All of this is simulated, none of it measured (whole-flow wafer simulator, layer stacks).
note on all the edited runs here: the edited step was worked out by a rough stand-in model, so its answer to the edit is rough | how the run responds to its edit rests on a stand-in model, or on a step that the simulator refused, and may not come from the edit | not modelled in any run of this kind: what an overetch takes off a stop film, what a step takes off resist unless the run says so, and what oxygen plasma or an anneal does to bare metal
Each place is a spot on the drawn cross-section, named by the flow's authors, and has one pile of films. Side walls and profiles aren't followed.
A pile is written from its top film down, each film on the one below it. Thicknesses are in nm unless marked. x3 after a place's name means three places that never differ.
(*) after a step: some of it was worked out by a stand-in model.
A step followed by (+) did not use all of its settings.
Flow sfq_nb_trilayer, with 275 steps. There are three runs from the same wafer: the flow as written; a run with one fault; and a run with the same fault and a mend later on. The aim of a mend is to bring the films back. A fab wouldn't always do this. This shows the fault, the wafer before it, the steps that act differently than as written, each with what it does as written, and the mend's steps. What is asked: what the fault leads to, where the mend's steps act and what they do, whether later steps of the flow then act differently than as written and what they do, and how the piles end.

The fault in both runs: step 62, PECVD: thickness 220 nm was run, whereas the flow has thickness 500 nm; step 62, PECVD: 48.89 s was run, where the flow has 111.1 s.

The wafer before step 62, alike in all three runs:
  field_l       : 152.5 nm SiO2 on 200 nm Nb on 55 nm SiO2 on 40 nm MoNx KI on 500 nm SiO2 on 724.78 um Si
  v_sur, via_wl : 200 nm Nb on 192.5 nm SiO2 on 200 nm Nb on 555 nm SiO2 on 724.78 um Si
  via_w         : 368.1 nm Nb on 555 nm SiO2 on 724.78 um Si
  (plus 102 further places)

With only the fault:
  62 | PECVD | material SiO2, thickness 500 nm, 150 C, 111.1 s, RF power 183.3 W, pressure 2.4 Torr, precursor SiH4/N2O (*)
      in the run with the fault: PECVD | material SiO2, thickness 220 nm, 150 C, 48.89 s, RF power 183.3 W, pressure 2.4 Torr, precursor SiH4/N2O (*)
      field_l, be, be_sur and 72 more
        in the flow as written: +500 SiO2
        in the run with the fault: +220 SiO2
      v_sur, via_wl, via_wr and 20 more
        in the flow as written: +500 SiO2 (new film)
        in the run with the fault: +220 SiO2 (new film)
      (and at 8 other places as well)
  Steps later in the flow that act otherwise than as written (15 more steps, not shown, differ only slightly: by at most 2% or 0.5 nm, whichever is larger):
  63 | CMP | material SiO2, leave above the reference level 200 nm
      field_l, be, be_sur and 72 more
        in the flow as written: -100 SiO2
        in the run with the fault: nothing
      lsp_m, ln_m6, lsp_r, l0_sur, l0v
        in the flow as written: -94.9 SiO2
        in the run with the fault: nothing
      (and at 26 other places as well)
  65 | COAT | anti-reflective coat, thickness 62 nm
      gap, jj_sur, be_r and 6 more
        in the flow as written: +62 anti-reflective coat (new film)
        in the run with the fault: +64.1 anti-reflective coat (new film)
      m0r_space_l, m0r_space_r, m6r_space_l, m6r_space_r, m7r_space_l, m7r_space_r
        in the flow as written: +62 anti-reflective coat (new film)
        in the run with the fault: +81.3 anti-reflective coat (new film)
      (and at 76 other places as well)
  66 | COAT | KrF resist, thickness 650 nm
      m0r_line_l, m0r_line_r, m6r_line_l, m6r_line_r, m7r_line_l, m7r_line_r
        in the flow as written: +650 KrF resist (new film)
        in the run with the fault: +684.6 KrF resist (new film)
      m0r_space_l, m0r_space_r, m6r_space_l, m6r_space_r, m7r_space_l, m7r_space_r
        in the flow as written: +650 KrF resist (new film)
        in the run with the fault: +673.9 KrF resist (new film)
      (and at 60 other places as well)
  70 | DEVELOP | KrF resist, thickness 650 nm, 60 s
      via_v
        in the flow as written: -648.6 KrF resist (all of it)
        in the run with the fault: -584.5 KrF resist (all of it)
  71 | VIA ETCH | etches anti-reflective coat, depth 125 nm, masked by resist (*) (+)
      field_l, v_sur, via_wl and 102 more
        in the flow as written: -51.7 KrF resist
        in the run with the fault: -39.9 KrF resist
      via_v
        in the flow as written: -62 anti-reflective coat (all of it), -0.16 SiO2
        in the run with the fault: -47.9 anti-reflective coat (all of it), -0.12 SiO2
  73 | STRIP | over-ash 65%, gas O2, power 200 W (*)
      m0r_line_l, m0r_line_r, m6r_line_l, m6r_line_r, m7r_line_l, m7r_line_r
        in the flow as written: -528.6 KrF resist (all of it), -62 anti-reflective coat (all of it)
        in the run with the fault: -574.9 KrF resist (all of it), -61.8 anti-reflective coat (all of it)
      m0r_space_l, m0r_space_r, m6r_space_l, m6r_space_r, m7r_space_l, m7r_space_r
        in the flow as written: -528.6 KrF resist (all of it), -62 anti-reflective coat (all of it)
        in the run with the fault: -564.3 KrF resist (all of it), -81.3 anti-reflective coat (all of it)
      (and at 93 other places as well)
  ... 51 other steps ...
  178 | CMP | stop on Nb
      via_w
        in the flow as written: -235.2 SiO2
        in the run with the fault: -226.5 SiO2
  At via_w, p4_w1, p4_w2 and 11 more, the piles at the end differ from the flow's by more than 2% or 0.5 nm, whichever is larger.
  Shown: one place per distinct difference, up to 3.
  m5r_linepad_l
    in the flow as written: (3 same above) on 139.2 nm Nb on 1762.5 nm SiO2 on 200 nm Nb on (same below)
    in the run with the fault: (3 same above) on 139.2 nm Nb on 1356.1 nm SiO2 on 1.36 nm Nb on 405 nm SiO2 on 200 nm Nb on (same below)
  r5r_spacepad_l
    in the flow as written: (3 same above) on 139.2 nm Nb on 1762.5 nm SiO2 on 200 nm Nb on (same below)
    in the run with the fault: (3 same above) on 139.2 nm Nb on 1356 nm SiO2 on 1.52 nm Nb on 405 nm SiO2 on 200 nm Nb on (same below)
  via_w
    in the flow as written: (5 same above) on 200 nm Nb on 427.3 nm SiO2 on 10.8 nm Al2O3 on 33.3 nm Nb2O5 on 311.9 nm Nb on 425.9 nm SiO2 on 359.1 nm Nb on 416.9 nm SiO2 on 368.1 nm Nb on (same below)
    in the run with the fault: (5 same above) on 200 nm Nb on 495.5 nm SiO2 on 10.1 nm Al2O3 on 34.6 nm Nb2O5 on 110.8 nm Nb on 204.1 nm SiO2 on 158.8 nm Nb on 341 nm SiO2 on 81.1 nm Nb on 207 nm SiO2 on 158.3 nm Nb on 184 nm SiO2 on 368.1 nm Nb on (same below)

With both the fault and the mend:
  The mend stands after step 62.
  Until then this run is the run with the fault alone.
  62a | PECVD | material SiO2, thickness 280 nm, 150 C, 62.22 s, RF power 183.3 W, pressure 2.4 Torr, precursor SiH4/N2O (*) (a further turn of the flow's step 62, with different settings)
      field_l, v_sur, via_wl and 102 more
        +280 SiO2
      via_w
        +390 SiO2
  Steps later in the flow that act otherwise than as written:
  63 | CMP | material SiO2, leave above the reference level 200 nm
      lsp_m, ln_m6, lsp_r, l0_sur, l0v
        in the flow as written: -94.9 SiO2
        in the run with the mend: -100 SiO2
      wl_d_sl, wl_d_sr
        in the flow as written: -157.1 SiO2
        in the run with the mend: -100 SiO2
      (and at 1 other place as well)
  By the end, the piles equal the flow's at every place that both follow.
